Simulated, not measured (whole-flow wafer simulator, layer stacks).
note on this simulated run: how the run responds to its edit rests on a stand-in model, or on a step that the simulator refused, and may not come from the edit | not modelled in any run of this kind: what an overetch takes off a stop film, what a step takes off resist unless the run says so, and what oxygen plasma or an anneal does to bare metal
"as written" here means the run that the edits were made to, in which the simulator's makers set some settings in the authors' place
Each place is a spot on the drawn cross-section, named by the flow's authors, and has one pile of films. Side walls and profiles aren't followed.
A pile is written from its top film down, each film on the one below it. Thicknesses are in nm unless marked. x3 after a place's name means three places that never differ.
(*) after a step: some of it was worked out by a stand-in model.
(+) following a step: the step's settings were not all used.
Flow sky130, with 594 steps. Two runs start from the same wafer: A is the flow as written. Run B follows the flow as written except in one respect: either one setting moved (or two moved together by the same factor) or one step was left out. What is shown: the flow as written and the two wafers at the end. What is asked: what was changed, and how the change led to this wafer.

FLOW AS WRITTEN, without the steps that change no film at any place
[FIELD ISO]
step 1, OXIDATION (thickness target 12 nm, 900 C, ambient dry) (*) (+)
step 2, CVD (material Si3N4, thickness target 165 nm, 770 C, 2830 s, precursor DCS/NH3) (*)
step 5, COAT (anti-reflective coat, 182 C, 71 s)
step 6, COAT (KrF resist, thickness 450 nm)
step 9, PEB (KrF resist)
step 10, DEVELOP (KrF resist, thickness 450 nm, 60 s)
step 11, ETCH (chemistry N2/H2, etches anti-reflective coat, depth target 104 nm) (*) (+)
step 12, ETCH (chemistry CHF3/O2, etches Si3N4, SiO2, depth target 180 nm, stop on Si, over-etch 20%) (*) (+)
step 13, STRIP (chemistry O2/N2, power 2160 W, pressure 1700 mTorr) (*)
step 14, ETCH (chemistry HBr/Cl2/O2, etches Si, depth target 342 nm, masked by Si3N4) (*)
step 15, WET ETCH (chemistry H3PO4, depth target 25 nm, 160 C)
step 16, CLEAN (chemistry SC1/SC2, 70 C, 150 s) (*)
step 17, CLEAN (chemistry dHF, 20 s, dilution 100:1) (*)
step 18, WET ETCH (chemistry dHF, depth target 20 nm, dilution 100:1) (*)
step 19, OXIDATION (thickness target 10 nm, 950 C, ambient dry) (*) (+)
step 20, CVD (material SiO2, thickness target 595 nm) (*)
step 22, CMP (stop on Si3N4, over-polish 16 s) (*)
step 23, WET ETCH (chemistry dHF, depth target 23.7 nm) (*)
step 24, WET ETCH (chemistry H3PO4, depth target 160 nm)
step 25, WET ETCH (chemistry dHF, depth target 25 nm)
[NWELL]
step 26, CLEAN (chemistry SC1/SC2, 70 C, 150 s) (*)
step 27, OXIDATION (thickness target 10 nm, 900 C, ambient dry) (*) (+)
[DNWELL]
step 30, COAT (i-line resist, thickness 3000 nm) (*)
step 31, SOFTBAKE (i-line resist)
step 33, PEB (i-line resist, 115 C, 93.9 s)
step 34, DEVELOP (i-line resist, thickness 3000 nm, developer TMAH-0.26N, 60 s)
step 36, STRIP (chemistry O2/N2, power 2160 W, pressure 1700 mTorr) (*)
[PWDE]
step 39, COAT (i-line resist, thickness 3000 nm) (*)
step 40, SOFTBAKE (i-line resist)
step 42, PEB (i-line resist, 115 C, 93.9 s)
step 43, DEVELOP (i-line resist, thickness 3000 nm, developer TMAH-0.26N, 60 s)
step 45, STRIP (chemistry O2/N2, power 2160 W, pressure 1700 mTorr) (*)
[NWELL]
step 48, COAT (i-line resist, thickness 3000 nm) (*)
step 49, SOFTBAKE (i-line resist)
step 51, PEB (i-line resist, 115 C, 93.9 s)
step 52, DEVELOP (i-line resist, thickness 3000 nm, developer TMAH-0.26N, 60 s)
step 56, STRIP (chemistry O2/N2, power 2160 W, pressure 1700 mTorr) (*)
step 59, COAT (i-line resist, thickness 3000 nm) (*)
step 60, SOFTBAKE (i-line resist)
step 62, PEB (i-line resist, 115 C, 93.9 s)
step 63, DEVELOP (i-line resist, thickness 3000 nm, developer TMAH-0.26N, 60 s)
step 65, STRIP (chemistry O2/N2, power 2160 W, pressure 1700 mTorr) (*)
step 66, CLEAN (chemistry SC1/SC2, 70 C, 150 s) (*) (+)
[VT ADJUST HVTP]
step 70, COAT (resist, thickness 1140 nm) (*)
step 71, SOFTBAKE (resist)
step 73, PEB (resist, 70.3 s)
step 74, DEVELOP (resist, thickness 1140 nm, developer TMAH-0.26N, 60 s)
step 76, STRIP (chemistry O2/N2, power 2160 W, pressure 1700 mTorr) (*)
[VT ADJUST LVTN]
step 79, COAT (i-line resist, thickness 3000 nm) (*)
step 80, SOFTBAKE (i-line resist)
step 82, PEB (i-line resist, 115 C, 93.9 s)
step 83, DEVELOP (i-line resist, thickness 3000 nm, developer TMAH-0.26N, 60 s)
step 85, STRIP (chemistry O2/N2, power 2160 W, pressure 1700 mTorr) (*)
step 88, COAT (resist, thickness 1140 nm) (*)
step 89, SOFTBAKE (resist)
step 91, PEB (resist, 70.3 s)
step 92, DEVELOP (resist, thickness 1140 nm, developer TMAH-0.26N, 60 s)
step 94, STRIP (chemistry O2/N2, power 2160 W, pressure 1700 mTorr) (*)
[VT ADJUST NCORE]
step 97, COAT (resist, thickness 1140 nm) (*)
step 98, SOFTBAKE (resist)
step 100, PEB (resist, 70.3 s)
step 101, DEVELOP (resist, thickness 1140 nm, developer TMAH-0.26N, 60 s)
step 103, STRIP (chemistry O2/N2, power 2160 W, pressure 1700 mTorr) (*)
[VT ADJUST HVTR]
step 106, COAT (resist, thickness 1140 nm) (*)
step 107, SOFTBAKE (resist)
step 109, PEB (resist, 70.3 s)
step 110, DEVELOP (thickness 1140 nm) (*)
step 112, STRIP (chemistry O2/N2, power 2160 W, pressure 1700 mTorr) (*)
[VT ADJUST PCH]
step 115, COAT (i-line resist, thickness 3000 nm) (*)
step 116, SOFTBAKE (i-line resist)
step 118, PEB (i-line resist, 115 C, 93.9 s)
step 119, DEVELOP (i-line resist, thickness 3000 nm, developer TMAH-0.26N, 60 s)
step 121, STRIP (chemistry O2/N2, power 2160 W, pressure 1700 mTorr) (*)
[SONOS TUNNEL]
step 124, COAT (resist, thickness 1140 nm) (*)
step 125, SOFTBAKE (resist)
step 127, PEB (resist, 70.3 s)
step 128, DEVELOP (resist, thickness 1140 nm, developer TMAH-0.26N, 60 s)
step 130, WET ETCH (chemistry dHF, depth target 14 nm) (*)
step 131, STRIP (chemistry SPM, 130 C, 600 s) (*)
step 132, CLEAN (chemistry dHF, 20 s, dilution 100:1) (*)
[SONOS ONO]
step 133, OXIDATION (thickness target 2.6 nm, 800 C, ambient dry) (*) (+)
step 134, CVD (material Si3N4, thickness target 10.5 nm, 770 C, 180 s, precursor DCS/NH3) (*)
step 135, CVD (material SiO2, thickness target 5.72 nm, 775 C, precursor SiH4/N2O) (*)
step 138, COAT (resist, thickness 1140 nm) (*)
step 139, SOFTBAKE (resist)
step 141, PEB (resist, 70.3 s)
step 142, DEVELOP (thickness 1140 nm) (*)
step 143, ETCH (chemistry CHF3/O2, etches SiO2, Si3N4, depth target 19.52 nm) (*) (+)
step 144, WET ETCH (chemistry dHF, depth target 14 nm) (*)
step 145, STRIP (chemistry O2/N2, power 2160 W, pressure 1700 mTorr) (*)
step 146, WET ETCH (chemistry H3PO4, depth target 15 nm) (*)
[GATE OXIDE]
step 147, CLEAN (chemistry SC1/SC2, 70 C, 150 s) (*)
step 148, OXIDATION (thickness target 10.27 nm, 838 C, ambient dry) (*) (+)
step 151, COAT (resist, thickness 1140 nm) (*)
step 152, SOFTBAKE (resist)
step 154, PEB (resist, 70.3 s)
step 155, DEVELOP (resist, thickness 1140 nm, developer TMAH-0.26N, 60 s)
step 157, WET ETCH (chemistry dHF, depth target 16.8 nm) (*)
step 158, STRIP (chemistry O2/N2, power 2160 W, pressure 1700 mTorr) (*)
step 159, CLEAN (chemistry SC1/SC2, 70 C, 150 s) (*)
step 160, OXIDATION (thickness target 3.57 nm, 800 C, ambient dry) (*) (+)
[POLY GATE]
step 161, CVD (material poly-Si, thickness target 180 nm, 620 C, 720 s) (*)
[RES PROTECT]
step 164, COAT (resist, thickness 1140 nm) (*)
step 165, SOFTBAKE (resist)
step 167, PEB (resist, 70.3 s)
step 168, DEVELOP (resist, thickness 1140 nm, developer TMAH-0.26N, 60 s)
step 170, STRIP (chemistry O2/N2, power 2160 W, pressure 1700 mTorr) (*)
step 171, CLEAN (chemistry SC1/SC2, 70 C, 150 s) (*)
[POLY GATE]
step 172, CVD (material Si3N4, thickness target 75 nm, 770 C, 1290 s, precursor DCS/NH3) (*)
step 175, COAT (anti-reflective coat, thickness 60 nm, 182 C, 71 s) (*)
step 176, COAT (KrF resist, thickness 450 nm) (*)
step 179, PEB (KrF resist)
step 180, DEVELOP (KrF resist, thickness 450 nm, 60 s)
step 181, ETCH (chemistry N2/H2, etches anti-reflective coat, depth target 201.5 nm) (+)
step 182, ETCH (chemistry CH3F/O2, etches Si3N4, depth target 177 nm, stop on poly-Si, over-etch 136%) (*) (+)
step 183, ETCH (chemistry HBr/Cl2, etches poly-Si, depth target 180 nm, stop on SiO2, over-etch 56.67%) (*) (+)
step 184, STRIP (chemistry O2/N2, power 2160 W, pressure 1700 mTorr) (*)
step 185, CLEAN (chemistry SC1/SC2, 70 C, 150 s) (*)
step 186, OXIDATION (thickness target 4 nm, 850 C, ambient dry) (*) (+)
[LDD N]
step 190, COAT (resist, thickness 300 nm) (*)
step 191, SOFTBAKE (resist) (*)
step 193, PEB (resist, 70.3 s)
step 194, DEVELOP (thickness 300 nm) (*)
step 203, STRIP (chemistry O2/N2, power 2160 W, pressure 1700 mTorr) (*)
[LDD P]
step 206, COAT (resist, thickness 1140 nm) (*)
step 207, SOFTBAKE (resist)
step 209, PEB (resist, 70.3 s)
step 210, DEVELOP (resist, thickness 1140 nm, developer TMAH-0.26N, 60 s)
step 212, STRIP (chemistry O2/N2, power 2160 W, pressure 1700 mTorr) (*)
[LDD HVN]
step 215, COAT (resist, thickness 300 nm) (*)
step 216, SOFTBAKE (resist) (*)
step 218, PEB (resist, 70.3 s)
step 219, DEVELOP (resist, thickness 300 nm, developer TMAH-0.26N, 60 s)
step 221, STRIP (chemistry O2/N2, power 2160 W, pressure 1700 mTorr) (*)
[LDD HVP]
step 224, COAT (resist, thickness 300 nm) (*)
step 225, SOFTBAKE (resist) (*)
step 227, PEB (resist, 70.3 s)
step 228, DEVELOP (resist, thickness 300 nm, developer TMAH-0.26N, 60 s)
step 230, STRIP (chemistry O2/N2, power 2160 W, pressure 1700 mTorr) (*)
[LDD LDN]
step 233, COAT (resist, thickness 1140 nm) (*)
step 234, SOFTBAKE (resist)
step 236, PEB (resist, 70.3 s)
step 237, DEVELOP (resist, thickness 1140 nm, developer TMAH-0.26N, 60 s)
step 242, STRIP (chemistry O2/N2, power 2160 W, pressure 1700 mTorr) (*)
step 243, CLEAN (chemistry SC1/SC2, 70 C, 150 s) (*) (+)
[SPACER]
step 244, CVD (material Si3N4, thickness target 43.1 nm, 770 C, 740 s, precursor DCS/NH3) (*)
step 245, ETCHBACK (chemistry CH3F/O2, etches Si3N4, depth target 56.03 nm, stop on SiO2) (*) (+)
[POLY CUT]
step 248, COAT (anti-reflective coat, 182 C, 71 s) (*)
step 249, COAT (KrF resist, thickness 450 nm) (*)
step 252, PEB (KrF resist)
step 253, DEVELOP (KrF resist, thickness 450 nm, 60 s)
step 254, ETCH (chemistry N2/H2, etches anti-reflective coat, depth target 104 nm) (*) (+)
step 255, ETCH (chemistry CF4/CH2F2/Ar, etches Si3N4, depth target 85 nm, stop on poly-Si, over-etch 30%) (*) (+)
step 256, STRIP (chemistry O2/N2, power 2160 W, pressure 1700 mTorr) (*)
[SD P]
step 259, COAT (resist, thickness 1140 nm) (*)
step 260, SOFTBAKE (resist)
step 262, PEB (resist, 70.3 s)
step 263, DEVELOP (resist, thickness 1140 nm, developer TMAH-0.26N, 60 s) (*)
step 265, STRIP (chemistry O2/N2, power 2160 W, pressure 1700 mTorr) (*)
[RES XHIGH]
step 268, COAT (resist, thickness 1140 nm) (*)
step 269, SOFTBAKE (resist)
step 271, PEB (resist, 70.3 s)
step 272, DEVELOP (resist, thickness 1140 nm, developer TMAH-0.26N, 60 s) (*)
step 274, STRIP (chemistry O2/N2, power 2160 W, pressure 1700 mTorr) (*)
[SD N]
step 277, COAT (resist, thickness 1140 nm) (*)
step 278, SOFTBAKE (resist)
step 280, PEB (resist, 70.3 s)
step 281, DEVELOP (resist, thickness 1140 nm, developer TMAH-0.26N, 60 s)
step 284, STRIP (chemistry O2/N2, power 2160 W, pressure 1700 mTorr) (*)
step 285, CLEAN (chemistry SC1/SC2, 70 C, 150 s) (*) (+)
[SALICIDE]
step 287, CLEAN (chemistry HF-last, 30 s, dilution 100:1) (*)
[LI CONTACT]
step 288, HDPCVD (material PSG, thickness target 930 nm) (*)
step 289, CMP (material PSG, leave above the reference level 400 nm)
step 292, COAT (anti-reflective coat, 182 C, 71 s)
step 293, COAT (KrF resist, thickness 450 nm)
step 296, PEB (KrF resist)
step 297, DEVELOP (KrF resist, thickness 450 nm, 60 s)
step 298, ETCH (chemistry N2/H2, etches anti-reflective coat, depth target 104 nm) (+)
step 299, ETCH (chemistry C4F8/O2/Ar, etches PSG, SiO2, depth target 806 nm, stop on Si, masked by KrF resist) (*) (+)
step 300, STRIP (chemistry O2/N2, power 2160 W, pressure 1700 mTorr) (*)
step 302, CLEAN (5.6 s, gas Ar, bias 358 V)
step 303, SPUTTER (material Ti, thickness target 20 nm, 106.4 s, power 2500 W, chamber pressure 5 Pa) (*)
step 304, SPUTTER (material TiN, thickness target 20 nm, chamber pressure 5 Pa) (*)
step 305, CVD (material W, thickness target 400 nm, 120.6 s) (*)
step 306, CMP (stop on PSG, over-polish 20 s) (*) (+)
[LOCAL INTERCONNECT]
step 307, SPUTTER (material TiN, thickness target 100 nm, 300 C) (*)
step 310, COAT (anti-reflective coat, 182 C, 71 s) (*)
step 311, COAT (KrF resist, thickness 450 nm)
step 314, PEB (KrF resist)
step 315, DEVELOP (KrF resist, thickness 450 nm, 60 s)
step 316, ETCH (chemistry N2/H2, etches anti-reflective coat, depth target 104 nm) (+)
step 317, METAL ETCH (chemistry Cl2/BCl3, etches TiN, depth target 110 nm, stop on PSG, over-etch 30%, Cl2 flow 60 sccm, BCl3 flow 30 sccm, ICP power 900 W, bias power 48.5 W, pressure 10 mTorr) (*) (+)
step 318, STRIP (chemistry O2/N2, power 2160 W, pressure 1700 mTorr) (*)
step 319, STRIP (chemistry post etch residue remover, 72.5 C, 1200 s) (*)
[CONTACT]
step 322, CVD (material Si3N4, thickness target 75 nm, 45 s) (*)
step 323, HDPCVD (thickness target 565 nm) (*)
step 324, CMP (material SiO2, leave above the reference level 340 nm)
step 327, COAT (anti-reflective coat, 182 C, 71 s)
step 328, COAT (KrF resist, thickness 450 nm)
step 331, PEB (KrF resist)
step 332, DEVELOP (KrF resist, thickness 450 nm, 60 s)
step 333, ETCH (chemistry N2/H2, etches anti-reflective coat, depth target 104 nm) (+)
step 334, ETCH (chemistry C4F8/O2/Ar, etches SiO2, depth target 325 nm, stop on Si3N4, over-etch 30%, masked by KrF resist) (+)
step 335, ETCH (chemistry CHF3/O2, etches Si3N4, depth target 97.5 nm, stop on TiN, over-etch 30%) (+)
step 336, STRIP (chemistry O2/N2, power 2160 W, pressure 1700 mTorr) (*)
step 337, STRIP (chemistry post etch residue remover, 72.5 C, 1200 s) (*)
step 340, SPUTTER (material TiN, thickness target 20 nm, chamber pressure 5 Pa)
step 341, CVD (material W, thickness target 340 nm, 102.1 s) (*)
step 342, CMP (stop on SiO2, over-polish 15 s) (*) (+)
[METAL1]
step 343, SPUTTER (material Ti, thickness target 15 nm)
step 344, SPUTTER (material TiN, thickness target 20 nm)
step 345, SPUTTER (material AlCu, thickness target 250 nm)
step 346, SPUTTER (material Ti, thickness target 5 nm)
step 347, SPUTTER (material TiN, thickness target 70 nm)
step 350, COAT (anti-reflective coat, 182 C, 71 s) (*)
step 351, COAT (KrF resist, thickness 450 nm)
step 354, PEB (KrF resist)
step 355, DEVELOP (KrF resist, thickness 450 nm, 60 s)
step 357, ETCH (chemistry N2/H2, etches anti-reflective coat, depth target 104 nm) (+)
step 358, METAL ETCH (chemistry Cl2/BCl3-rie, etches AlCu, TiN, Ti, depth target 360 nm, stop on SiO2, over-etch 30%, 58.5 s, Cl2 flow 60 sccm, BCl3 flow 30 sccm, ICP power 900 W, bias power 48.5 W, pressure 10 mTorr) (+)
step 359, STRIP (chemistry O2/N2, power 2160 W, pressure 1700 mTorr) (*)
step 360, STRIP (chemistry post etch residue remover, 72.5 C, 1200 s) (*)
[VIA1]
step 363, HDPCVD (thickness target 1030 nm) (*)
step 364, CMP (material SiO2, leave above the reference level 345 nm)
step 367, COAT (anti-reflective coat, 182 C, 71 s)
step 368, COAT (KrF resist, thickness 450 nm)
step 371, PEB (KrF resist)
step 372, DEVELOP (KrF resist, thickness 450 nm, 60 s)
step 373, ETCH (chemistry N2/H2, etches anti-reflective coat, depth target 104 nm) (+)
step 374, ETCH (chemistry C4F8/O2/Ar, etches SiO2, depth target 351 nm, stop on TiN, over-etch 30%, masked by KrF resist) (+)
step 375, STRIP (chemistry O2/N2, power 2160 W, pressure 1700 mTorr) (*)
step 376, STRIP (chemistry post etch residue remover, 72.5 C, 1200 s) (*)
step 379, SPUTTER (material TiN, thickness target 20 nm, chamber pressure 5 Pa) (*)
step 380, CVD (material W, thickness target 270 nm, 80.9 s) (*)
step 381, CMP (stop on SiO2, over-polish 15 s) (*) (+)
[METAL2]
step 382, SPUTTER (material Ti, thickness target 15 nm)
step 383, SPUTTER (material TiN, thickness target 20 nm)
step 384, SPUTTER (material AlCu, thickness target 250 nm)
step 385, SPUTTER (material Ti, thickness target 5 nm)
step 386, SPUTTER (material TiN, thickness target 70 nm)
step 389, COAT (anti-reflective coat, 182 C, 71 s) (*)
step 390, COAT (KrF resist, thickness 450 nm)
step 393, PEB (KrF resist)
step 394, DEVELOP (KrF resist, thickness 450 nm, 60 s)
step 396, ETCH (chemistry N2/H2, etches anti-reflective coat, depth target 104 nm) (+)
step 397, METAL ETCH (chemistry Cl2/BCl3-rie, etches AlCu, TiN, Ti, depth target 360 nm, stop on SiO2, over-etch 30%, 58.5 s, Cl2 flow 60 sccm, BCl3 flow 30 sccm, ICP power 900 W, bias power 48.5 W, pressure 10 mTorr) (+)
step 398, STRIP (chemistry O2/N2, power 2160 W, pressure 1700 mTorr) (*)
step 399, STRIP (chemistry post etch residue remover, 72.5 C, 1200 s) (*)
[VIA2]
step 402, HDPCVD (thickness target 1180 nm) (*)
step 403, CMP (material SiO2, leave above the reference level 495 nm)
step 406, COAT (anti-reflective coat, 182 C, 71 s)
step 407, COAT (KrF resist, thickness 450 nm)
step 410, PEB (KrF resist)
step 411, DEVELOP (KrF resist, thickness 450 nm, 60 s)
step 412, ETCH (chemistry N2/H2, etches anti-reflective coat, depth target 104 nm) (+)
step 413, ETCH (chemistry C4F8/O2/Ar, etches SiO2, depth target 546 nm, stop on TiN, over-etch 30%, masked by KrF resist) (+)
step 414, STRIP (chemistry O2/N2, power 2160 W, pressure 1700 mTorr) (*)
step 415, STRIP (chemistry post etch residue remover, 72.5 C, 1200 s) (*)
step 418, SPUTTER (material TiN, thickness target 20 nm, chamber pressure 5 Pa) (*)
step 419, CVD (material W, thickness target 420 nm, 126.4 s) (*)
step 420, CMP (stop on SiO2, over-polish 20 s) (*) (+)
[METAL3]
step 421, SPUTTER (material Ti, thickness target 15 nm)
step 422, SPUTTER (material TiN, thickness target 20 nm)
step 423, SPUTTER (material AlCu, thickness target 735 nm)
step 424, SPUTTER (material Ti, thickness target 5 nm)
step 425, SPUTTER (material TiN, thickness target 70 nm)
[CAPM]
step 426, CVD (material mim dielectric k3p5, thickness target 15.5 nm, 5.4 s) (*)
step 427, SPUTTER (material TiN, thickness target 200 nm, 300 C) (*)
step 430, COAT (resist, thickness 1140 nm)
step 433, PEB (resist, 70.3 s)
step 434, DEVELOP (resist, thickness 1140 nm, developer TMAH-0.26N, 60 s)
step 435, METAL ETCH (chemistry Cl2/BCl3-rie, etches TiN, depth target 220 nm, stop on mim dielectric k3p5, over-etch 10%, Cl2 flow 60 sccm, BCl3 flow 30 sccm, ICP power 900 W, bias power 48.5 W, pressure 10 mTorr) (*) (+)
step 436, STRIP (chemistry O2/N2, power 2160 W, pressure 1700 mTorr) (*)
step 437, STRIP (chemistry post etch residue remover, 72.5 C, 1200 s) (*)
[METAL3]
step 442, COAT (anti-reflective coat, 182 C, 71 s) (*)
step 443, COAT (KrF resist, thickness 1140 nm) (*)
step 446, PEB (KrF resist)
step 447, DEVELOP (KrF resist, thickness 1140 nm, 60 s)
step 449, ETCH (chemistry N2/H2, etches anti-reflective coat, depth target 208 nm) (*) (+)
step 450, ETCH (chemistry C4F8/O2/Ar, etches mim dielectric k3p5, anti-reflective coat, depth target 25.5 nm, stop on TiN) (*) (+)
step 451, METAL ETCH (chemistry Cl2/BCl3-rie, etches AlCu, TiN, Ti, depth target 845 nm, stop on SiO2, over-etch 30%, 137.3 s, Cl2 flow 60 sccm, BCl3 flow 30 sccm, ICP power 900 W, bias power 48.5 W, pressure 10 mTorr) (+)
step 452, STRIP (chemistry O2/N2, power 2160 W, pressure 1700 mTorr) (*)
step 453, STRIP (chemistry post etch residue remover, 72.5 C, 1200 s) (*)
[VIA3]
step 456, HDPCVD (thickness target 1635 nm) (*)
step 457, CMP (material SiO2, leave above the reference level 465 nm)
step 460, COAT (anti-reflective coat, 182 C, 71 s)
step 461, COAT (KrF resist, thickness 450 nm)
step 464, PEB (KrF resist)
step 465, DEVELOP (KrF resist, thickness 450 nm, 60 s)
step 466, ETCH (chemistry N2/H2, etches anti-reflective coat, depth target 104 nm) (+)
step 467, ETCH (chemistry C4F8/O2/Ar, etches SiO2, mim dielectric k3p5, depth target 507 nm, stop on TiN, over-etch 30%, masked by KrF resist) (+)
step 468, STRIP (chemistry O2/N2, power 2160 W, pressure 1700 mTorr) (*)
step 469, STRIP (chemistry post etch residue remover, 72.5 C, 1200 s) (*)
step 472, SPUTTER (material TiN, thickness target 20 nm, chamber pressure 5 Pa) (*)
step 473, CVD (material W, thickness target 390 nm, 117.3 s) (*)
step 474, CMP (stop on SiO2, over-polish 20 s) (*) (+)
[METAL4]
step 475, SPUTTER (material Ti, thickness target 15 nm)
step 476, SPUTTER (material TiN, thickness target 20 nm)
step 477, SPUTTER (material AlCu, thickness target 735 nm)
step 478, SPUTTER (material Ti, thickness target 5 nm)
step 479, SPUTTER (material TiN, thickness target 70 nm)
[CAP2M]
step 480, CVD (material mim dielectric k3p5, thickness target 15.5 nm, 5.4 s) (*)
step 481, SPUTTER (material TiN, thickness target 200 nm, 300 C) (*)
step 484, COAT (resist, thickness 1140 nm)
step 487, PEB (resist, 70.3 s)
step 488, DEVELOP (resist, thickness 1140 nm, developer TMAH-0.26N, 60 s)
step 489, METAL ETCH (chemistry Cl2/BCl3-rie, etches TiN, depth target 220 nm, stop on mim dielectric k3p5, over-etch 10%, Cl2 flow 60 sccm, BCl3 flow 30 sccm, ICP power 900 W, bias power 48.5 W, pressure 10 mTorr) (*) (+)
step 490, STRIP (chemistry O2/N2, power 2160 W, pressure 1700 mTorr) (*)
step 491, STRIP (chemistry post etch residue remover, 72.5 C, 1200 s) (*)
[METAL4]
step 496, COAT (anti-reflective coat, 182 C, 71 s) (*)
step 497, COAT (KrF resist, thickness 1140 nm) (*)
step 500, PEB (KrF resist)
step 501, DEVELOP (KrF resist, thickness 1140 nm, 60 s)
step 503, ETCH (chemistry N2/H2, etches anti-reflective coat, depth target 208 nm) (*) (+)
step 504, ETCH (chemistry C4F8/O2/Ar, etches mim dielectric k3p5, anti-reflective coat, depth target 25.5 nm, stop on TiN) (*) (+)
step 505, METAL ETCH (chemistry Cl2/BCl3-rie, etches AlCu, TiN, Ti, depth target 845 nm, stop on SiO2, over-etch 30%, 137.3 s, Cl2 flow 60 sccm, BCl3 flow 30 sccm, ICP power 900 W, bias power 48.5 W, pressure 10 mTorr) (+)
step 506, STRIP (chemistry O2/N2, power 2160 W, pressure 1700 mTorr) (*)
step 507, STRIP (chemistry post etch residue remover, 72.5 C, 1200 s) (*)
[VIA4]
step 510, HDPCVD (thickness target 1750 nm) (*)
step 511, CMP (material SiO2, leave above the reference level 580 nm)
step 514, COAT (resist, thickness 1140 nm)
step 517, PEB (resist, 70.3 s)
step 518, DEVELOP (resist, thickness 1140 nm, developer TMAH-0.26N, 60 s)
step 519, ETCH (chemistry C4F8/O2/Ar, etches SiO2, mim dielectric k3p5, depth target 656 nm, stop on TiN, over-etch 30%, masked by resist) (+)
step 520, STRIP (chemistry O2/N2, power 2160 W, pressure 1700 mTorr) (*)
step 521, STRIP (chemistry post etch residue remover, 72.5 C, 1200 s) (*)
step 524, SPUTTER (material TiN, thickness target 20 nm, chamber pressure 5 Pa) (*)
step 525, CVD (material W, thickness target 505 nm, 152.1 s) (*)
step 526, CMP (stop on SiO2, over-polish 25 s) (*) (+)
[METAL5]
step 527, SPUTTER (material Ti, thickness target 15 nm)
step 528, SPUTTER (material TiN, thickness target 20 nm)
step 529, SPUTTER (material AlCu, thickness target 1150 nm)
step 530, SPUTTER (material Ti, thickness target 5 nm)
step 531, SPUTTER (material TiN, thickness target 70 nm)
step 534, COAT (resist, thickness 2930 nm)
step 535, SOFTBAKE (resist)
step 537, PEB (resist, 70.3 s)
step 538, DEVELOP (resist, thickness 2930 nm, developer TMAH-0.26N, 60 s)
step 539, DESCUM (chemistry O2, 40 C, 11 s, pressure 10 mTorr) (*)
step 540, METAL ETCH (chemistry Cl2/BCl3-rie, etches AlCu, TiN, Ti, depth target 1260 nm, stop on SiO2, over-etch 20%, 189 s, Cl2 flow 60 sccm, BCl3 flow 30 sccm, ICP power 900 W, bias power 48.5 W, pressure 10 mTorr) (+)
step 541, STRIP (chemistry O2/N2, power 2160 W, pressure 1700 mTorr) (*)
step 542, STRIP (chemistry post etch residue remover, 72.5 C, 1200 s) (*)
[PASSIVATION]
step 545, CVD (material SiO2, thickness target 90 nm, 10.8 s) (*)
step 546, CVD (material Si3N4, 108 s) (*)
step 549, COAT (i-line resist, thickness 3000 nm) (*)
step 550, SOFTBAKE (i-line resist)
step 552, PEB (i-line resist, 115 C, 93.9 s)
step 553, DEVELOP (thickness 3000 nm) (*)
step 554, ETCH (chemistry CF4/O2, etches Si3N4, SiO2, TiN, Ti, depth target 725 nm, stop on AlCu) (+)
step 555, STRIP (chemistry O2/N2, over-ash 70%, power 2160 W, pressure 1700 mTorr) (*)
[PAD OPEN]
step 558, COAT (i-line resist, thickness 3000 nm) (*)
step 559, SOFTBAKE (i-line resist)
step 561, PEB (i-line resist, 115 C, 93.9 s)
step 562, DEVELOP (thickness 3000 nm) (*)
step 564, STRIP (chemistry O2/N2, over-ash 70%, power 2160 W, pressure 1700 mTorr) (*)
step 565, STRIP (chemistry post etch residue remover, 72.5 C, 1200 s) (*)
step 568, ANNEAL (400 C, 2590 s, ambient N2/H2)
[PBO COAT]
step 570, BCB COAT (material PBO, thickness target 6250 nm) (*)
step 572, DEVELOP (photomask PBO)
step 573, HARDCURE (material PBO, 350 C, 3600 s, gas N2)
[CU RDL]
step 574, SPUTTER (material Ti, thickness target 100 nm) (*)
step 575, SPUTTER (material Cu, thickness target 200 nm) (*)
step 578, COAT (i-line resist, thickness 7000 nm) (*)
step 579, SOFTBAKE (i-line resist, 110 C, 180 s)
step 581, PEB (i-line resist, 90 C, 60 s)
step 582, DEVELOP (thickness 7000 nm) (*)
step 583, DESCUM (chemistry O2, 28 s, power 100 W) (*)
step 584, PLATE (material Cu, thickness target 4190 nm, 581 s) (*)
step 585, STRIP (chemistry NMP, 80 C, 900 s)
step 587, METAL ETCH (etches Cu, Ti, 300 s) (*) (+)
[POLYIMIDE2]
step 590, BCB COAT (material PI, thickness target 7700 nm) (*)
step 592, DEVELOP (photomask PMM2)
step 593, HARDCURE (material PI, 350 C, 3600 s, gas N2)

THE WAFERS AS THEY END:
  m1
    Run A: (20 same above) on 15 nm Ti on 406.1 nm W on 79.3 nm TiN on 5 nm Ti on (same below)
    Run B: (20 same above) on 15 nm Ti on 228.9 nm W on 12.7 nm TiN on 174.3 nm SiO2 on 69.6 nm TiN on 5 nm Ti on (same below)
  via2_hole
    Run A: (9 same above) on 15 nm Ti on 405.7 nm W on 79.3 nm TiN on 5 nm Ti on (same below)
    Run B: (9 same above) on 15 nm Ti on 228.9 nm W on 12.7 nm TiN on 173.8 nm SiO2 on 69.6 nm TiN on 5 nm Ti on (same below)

The reason: step 413, ETCH: depth target 246 nm was run, while the flow as written has depth target 546 nm.

How this came from the change, step by step:
  step 413, ETCH (chemistry C4F8/O2/Ar, etches SiO2, depth target 546 nm, stop on TiN, over-etch 30%, masked by KrF resist) (+)
      m1: A -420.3 SiO2 (all of it) | B -246 SiO2
      via2_hole: A -419.8 SiO2 (all of it) | B -246 SiO2
      (as well as at 189 more places)
  step 414, STRIP (chemistry O2/N2, power 2160 W, pressure 1700 mTorr) (*)
      field, active, n_well and 186 more: A -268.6 KrF resist (all of it), -80 anti-reflective coat (all of it) | B -328.6 KrF resist (all of it), -80 anti-reflective coat (all of it)
  step 418, SPUTTER (material TiN, thickness target 20 nm, chamber pressure 5 Pa) (*)
      m1, via2_hole: A +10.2 TiN | B +12.7 TiN (new film)
  step 419, CVD (material W, thickness target 420 nm, 126.4 s) (*)
      m1: A +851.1 W (new film) | B +673.9 W (new film)
      via2_hole: A +850.7 W (new film) | B +673.9 W (new film)
If metal films that touch count as one body, m1 has 3 bodies (between them, from the top down: SiO2 174.3; SiO2 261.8 / Si3N4 75); the flow as written gives 2 bodies (between them, from the top down: SiO2 261.8 / Si3N4 75).
If metal films that touch count as one body, via2_hole has 2 bodies (between them, from the top down: SiO2 173.8); the flow as written gives 1 body.
